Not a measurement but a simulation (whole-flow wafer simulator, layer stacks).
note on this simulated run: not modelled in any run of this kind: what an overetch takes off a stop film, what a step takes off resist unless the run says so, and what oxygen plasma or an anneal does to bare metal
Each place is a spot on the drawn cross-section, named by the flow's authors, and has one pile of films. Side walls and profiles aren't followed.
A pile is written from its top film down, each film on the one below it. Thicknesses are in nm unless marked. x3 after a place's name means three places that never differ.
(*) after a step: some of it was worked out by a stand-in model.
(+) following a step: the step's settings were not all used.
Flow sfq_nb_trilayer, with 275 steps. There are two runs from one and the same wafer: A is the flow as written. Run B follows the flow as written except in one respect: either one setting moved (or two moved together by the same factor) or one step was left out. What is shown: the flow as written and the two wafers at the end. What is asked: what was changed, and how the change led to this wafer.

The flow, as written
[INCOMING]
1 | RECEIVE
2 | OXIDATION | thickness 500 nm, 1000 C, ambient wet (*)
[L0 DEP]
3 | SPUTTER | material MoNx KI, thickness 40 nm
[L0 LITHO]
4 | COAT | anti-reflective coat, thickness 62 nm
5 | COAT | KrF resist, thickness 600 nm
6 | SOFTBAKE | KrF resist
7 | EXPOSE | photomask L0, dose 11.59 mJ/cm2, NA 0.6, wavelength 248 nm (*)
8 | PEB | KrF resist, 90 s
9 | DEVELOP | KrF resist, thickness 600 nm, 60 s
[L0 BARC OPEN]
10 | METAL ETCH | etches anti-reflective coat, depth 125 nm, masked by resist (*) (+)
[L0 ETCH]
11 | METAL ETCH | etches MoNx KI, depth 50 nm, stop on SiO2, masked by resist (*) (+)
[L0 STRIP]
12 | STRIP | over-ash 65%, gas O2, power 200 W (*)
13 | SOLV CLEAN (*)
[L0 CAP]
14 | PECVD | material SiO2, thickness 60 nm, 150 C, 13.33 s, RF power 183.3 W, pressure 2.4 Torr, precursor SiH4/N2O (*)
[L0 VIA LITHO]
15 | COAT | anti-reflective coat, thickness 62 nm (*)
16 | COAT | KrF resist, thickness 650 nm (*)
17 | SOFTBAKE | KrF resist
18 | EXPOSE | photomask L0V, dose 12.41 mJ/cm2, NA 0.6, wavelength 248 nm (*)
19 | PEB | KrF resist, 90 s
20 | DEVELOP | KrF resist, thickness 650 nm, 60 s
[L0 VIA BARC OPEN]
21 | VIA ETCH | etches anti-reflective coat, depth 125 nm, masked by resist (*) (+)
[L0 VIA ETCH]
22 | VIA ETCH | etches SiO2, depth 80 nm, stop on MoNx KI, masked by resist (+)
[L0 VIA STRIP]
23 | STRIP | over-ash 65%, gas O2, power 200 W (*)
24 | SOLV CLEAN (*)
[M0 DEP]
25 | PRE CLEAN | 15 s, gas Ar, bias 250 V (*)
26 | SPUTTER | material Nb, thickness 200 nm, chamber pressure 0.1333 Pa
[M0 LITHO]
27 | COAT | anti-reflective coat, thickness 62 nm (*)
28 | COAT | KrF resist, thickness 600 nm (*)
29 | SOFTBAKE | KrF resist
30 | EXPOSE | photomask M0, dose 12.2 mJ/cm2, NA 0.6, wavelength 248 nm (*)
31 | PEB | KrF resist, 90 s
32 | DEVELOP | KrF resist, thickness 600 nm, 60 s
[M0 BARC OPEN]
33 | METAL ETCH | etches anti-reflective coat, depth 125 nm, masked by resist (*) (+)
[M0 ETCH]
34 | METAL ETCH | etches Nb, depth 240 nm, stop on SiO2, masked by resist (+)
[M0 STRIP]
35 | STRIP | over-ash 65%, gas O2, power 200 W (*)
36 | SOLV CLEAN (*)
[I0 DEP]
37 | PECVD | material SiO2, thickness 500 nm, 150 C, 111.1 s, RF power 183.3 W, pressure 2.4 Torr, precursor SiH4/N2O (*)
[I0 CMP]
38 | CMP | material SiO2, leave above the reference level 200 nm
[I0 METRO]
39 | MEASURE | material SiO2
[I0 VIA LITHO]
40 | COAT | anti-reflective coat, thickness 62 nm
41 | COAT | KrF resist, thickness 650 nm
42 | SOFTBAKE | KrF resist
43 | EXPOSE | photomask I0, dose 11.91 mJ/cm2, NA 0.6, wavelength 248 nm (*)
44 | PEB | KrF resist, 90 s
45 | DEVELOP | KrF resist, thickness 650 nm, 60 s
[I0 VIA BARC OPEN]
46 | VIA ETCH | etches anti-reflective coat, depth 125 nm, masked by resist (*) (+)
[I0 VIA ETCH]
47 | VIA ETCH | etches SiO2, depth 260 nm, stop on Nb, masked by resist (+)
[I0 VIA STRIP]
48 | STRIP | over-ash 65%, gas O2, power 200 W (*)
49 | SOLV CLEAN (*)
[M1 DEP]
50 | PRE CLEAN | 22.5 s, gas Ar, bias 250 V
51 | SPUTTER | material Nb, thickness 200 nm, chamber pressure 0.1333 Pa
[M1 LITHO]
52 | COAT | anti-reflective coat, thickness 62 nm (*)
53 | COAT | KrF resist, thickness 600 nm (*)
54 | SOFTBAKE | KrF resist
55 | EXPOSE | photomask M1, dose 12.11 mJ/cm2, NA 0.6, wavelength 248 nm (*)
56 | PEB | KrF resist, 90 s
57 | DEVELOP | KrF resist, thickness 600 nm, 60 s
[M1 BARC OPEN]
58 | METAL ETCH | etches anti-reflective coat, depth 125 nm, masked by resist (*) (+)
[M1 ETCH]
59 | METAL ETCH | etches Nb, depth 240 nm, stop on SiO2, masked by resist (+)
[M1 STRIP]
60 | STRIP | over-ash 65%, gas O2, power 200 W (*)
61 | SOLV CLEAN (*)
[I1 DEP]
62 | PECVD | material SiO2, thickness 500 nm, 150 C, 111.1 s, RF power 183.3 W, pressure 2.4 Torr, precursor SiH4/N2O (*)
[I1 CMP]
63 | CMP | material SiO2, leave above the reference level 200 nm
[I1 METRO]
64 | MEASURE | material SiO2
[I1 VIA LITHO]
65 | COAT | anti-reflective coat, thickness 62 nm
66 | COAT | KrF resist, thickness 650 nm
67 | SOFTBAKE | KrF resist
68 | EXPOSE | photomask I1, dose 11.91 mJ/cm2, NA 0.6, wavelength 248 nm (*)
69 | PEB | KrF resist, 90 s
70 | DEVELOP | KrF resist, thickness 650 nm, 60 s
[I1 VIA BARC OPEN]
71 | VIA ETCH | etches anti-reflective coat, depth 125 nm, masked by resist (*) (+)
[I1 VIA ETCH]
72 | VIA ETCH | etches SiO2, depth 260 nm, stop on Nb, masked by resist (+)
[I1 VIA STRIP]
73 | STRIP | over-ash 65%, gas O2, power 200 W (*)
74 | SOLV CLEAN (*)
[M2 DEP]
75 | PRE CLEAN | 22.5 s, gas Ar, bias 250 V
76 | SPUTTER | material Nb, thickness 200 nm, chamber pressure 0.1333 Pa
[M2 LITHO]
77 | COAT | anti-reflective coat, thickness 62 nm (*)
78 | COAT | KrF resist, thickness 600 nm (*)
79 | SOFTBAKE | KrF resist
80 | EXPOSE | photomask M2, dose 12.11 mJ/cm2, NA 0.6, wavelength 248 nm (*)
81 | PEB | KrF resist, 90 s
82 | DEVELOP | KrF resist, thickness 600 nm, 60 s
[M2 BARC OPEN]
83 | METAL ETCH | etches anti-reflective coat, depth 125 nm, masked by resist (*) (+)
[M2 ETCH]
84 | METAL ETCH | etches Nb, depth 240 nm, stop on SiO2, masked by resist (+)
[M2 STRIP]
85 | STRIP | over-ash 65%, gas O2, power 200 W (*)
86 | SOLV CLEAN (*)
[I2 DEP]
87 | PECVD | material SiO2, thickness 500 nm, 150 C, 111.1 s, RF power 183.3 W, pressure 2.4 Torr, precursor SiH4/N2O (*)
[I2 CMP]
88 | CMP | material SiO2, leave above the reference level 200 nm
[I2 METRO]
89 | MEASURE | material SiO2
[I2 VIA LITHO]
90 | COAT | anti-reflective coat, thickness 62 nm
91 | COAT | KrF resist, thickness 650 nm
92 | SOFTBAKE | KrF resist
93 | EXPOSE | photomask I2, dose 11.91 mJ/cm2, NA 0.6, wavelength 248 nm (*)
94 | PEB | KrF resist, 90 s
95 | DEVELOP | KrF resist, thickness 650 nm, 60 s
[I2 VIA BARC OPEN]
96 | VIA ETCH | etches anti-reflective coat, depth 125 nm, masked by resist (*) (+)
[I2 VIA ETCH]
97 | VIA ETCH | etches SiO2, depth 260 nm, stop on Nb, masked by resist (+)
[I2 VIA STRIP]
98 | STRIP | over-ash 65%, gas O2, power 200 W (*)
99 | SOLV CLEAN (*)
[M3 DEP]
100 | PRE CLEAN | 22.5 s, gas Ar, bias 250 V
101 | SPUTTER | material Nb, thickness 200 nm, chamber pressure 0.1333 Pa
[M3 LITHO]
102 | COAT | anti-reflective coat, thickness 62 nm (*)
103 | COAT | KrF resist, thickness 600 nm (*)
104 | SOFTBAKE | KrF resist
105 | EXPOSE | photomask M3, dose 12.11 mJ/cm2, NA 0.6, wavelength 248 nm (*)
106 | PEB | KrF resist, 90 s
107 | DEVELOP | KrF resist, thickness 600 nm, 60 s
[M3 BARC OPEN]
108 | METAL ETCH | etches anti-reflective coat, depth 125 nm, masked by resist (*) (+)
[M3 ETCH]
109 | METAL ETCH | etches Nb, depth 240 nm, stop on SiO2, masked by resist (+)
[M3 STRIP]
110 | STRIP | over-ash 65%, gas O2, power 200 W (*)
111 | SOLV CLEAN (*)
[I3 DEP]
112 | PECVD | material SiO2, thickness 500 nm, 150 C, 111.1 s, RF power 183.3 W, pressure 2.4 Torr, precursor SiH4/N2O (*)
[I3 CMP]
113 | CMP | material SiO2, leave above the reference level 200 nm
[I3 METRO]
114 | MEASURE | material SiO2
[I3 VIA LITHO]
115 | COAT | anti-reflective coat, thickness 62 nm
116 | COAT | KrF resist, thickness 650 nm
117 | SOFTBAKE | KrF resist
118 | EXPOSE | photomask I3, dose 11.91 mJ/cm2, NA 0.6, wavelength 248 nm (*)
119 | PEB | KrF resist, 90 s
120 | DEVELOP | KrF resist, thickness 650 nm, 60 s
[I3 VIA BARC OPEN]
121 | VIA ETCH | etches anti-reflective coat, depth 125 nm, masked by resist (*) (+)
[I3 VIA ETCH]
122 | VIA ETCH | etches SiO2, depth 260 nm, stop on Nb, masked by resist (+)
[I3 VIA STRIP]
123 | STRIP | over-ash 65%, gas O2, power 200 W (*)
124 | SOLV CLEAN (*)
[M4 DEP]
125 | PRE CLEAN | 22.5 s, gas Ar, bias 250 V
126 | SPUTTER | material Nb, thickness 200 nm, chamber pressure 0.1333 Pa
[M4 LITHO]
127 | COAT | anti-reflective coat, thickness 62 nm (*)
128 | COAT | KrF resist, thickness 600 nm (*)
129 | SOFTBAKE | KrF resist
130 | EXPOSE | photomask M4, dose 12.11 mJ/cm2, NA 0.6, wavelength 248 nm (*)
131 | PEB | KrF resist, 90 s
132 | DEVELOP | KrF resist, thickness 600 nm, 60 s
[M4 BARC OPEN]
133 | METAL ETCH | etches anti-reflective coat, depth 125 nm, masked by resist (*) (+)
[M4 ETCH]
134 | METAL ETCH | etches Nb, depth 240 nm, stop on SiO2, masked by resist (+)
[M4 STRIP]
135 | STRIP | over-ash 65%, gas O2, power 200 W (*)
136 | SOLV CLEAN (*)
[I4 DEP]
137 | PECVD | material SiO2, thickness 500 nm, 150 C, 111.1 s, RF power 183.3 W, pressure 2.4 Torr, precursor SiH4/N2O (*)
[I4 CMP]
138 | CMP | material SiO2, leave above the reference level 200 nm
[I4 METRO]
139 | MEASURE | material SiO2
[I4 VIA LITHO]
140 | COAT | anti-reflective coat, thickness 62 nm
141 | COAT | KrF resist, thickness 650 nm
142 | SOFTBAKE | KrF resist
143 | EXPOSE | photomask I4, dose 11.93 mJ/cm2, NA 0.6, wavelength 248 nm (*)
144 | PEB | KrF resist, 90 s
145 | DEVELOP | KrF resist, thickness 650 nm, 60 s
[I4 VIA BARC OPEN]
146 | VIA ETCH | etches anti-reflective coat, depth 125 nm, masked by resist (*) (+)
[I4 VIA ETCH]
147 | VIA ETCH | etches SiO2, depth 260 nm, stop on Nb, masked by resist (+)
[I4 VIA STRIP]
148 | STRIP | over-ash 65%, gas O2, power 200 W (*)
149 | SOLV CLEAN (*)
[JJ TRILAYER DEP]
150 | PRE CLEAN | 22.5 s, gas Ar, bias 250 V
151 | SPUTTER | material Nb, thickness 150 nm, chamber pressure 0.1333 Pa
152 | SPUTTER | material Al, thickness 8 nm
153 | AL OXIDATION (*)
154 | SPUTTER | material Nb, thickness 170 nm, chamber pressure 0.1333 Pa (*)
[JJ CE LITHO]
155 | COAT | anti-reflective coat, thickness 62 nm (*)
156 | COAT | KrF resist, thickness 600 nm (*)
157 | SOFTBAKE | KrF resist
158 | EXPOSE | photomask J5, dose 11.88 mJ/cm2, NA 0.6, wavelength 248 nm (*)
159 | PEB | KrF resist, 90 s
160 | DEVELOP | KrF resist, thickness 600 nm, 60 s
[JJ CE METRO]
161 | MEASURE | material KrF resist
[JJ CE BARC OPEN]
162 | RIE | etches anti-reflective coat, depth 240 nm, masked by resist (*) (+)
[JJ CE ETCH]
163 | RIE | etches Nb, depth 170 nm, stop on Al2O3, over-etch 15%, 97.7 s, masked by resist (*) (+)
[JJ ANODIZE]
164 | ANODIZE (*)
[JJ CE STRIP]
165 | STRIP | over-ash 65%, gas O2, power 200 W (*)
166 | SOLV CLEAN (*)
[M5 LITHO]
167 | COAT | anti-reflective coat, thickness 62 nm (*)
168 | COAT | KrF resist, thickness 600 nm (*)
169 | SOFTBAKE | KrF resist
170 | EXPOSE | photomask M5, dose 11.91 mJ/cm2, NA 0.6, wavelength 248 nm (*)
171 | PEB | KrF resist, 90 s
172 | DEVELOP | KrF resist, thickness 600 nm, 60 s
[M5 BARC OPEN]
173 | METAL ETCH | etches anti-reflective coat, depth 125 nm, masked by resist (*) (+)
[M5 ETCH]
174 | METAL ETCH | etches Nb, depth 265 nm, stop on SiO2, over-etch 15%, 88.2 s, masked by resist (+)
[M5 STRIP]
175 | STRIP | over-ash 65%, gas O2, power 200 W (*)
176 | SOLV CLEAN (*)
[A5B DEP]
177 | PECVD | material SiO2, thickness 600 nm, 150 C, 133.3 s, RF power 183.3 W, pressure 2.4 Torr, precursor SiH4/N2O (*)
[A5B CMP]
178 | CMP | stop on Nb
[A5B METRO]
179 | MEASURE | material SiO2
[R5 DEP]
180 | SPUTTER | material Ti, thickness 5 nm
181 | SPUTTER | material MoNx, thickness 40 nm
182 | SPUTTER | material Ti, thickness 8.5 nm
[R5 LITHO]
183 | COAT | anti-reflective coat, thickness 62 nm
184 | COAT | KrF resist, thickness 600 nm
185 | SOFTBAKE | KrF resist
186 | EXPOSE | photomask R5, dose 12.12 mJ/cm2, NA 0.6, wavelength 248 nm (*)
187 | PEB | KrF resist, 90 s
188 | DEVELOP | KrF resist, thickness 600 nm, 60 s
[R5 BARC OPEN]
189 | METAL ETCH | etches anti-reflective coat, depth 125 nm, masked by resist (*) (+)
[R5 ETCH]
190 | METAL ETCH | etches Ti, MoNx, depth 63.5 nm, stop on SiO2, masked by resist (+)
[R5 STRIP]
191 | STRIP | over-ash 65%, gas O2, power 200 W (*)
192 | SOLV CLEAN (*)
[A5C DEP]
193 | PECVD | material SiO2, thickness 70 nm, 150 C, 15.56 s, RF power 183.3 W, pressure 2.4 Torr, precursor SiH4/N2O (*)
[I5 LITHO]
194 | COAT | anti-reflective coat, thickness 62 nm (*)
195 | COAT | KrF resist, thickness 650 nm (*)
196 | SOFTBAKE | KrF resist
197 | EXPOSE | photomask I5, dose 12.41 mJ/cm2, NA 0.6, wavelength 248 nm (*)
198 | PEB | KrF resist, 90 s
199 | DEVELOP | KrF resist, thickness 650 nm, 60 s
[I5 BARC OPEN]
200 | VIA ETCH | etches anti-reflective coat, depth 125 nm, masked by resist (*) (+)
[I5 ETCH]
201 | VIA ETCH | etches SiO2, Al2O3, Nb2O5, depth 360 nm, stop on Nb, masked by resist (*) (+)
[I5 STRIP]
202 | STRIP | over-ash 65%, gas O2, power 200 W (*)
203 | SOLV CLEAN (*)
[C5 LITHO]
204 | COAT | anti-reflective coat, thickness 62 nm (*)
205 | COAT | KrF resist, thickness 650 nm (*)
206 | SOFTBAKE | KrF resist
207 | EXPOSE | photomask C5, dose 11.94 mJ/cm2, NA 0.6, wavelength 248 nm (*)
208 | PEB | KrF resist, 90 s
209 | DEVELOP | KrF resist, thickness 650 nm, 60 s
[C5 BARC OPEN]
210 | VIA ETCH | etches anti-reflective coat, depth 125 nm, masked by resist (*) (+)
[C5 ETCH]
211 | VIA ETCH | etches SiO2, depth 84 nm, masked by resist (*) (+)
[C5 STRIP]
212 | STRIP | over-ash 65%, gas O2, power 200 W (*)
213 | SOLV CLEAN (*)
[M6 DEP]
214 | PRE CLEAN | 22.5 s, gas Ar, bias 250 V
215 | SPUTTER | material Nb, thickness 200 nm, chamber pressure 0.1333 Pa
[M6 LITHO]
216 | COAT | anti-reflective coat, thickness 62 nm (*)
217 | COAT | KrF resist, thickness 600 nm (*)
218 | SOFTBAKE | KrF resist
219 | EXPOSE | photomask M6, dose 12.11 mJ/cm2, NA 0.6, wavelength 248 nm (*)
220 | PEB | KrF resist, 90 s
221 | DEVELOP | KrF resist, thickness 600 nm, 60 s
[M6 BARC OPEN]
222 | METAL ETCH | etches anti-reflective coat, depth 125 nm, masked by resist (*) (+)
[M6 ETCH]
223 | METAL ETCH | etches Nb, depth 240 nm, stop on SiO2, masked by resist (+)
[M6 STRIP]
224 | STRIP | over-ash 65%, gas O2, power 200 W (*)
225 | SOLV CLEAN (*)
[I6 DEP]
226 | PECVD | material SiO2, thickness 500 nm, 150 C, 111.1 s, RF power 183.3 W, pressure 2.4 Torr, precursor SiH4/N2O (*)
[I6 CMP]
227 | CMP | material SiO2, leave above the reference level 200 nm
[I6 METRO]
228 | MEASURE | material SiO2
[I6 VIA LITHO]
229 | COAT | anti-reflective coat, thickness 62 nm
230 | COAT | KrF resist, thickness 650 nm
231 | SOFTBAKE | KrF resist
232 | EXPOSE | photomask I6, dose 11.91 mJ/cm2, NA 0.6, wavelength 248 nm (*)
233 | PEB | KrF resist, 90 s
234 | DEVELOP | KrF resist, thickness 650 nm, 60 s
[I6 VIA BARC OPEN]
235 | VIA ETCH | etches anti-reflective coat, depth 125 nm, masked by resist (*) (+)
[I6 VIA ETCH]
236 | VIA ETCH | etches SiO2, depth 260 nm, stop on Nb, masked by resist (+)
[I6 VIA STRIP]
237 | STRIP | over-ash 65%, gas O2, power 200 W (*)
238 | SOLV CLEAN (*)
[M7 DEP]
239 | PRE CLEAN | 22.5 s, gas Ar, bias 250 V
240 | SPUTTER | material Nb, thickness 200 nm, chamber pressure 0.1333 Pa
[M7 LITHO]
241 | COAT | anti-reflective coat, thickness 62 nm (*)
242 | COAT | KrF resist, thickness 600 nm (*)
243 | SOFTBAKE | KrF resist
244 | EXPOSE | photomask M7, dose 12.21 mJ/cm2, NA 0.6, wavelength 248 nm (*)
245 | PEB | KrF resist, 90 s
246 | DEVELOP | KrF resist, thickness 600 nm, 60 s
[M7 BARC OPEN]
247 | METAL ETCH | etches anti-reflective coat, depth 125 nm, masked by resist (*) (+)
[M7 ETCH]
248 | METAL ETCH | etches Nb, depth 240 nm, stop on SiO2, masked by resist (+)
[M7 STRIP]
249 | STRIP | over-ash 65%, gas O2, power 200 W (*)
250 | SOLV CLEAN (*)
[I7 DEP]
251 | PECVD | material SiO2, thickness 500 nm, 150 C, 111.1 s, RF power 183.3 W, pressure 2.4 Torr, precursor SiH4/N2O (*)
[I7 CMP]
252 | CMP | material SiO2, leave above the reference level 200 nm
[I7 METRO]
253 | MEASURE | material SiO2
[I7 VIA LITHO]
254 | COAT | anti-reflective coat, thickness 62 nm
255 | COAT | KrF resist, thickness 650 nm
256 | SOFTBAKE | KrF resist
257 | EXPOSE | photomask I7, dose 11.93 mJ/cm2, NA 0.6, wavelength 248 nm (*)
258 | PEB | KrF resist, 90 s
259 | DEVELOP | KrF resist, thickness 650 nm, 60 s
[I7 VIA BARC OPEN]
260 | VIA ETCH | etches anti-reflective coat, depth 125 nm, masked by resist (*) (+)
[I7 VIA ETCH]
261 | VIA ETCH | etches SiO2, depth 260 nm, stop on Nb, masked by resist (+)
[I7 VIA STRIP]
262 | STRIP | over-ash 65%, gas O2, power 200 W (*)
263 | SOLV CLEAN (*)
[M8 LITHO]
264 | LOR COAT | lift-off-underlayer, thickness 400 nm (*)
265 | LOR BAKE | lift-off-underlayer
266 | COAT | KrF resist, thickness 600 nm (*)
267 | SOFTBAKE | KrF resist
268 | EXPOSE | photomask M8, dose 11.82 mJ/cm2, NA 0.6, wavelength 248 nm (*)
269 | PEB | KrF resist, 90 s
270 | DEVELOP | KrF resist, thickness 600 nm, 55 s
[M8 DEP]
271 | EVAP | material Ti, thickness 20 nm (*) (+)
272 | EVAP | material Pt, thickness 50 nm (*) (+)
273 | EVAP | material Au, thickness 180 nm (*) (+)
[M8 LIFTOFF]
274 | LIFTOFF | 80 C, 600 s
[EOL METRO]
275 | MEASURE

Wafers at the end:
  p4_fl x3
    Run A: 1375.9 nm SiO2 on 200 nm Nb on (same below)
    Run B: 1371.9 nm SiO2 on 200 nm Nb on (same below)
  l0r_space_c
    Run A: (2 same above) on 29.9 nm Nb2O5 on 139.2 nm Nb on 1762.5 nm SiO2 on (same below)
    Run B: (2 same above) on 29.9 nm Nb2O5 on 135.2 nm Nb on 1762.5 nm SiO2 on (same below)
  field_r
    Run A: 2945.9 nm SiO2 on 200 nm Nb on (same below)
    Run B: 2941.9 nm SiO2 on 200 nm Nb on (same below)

Cause: step 151, SPUTTER: thickness 146 nm was run, while the flow as written has thickness 150 nm.

The path from the change to this, step by step:
  151 | SPUTTER | material Nb, thickness 150 nm, chamber pressure 0.1333 Pa
      field_l, v_sur, via_sp and 100 more: A Nb gains 150 (new film) | B Nb gains 146 (new film)
      via_wl, via_w, via_wr: A Nb gains 130.4 | B Nb gains 126.9
  167 | COAT | anti-reflective coat, thickness 62 nm (*)
      ce_l: A anti-reflective coat gains 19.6 (new film) | B anti-reflective coat gains 18.7 (new film)
  174 | METAL ETCH | etches Nb, depth 265 nm, stop on SiO2, over-etch 15%, 88.2 s, masked by resist (+)
      field_l, r_sur, res and 50 more: A Al2O3 loses 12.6 (all of it), Nb2O5 loses 29.9 (all of it), Nb loses 139.2 (all of it), SiO2 loses 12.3 | B Al2O3 loses 12.6 (all of it), Nb2O5 loses 29.9 (all of it), Nb loses 135.2 (all of it), SiO2 loses 12.7
  175 | STRIP | over-ash 65%, gas O2, power 200 W (*)
      ce_l: A KrF resist loses 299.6 (all of it), anti-reflective coat loses 19.6 (all of it) | B KrF resist loses 300.4 (all of it), anti-reflective coat loses 18.7 (all of it)
  178 | CMP | stop on Nb
      lsp_m, ln_m6, lsp_r, l0_sur, l0v: A SiO2 loses 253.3 | B SiO2 loses 262.9
